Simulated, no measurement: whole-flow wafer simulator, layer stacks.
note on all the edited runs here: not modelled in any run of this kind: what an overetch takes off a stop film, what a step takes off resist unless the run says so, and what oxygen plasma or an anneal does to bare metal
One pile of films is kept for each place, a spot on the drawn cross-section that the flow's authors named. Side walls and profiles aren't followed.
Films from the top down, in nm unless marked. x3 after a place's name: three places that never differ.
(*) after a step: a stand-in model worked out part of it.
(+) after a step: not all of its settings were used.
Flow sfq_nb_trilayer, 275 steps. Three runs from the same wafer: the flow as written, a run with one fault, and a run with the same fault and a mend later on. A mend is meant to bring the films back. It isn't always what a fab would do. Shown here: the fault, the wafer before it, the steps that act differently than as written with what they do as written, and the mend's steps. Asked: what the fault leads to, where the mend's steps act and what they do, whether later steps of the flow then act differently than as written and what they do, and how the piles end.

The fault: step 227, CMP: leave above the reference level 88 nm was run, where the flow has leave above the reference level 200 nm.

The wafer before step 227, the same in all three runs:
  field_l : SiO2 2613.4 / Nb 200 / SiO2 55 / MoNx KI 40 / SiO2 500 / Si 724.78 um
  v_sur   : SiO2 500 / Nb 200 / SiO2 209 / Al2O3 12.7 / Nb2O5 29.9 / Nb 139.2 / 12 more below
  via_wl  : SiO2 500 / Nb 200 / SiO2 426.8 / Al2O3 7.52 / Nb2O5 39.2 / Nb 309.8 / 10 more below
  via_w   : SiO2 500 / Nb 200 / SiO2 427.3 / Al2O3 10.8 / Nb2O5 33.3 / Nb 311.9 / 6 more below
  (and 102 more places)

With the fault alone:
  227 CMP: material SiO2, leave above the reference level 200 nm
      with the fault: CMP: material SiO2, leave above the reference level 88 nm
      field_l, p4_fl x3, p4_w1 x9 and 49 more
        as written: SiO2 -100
        with the fault: SiO2 -212
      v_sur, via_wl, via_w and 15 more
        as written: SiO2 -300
        with the fault: SiO2 -412
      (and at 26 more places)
  Later steps of the flow that act differently than as written (3 more steps differ only slightly, by at most 2% or 0.5 nm, whichever is larger, and aren't shown):
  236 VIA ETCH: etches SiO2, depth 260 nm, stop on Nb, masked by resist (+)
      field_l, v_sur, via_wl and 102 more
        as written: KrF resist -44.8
        with the fault: KrF resist -22.7
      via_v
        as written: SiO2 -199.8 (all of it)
        with the fault: SiO2 -87.8 (all of it)
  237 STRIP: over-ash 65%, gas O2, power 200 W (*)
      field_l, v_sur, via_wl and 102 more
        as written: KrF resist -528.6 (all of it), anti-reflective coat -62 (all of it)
        with the fault: KrF resist -550.7 (all of it), anti-reflective coat -62 (all of it)
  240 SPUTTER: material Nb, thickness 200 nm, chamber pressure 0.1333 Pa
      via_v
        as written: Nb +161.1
        with the fault: Nb +188.8
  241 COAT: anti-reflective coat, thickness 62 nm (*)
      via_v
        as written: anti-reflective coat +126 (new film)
        with the fault: anti-reflective coat +100.5 (new film)
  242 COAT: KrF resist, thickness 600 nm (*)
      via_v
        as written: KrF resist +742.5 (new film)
        with the fault: KrF resist +646.5 (new film)
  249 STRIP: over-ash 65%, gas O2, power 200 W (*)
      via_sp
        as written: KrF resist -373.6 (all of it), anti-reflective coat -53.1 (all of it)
        with the fault: KrF resist -382.6 (all of it), anti-reflective coat -53.5 (all of it)
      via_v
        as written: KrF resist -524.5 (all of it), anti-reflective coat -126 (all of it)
        with the fault: KrF resist -428.8 (all of it), anti-reflective coat -100.5 (all of it)
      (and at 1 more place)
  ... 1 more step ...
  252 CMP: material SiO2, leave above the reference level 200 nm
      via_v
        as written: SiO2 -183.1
        with the fault: SiO2 -201.8
  At the end the piles differ from the flow's by more than 2% or 0.5 nm, whichever is larger, at field_l, v_sur, via_wl and 103 more.
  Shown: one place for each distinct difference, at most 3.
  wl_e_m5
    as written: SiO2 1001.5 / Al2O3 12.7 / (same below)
    with the fault: SiO2 889.5 / Al2O3 12.7 / (same below)
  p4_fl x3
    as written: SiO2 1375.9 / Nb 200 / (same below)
    with the fault: SiO2 1263.9 / Nb 200 / (same below)
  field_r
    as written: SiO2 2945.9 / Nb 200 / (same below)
    with the fault: SiO2 2833.9 / Nb 200 / (same below)

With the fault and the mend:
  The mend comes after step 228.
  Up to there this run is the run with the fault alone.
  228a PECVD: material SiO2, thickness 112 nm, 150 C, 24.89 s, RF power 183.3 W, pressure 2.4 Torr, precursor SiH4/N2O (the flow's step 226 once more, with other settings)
      field_l, v_sur, via_wl and 103 more
        SiO2 +112
  No later step of the flow acts differently than as written at any place that is followed.
  At the end the piles are the same as the flow's at every place that both follow.
